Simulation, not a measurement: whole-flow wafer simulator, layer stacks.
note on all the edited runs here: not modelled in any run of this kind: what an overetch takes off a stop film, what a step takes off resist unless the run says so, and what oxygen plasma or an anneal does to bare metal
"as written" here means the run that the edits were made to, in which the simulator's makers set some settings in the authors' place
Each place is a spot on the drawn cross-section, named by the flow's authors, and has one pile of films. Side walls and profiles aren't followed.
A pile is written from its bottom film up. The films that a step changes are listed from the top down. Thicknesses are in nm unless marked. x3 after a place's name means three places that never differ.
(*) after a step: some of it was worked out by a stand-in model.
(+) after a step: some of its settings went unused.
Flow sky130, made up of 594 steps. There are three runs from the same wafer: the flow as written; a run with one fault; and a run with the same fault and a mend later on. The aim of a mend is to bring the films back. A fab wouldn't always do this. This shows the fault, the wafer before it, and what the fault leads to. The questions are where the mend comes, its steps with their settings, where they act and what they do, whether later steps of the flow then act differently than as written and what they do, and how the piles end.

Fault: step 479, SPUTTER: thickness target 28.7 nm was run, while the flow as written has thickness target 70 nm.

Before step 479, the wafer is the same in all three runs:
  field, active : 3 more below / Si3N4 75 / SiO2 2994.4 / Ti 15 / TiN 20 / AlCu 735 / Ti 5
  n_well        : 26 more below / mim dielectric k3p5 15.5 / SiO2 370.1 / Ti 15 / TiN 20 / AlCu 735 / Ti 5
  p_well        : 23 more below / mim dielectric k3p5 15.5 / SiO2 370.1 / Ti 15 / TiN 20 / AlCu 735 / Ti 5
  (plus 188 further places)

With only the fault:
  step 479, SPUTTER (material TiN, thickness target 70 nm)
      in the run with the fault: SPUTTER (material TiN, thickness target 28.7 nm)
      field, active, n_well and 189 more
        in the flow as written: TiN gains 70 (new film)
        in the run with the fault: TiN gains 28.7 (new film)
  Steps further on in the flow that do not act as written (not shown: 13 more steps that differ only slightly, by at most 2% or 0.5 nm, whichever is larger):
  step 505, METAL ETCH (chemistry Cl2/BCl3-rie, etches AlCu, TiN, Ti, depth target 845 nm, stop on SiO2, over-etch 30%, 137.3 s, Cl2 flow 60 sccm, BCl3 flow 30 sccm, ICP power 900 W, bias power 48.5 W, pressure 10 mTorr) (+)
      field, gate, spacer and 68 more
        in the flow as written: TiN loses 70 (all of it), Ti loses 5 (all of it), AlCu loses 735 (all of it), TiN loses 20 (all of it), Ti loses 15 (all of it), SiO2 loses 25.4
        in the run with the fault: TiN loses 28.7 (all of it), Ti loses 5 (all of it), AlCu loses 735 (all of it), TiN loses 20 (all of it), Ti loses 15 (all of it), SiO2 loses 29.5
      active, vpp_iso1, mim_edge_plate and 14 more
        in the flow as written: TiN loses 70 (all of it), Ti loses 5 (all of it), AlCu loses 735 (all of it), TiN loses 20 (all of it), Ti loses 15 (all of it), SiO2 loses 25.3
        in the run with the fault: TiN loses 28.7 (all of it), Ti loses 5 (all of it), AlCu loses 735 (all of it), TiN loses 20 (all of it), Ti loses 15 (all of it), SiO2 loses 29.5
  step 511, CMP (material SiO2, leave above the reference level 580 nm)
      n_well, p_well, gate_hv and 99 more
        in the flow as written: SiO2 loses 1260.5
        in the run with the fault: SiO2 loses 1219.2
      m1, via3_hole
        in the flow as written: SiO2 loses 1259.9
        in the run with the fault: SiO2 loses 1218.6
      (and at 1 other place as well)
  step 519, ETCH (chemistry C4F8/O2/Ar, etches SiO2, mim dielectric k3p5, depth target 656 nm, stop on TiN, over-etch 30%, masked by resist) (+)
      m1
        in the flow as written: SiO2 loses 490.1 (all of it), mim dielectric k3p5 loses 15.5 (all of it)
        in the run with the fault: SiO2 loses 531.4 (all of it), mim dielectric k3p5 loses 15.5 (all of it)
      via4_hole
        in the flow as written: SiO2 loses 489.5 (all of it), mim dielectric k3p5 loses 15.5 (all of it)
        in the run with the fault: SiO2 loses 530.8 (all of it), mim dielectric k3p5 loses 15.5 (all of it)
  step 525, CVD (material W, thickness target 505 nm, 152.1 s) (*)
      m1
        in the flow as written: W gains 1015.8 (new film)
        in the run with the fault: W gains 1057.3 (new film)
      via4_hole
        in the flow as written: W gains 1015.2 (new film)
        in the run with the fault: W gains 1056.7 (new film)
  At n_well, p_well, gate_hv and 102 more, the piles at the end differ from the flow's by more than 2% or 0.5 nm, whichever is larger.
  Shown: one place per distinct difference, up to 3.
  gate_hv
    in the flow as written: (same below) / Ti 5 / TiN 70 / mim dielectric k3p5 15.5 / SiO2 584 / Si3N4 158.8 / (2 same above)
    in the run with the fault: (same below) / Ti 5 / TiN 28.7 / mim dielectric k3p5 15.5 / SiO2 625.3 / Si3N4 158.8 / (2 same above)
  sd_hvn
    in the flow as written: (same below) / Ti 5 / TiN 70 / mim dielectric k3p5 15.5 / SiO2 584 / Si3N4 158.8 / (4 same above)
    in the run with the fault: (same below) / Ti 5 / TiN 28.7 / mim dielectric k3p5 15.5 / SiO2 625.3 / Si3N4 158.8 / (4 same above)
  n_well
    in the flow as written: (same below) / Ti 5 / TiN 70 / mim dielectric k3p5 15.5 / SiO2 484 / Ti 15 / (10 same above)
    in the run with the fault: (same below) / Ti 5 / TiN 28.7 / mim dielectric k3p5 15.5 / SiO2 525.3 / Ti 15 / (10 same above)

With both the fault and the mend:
  After step 479 comes the mend.
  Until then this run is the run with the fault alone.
  step 479a, SPUTTER (material TiN, thickness target 41.3 nm) (the flow's step 479, run once more with other settings)
      field, active, n_well and 189 more
        TiN gains 41.3
  Later steps of the flow that are run all act as written at every place that is followed.
  At every place that both follow, the piles at the end match the flow's.
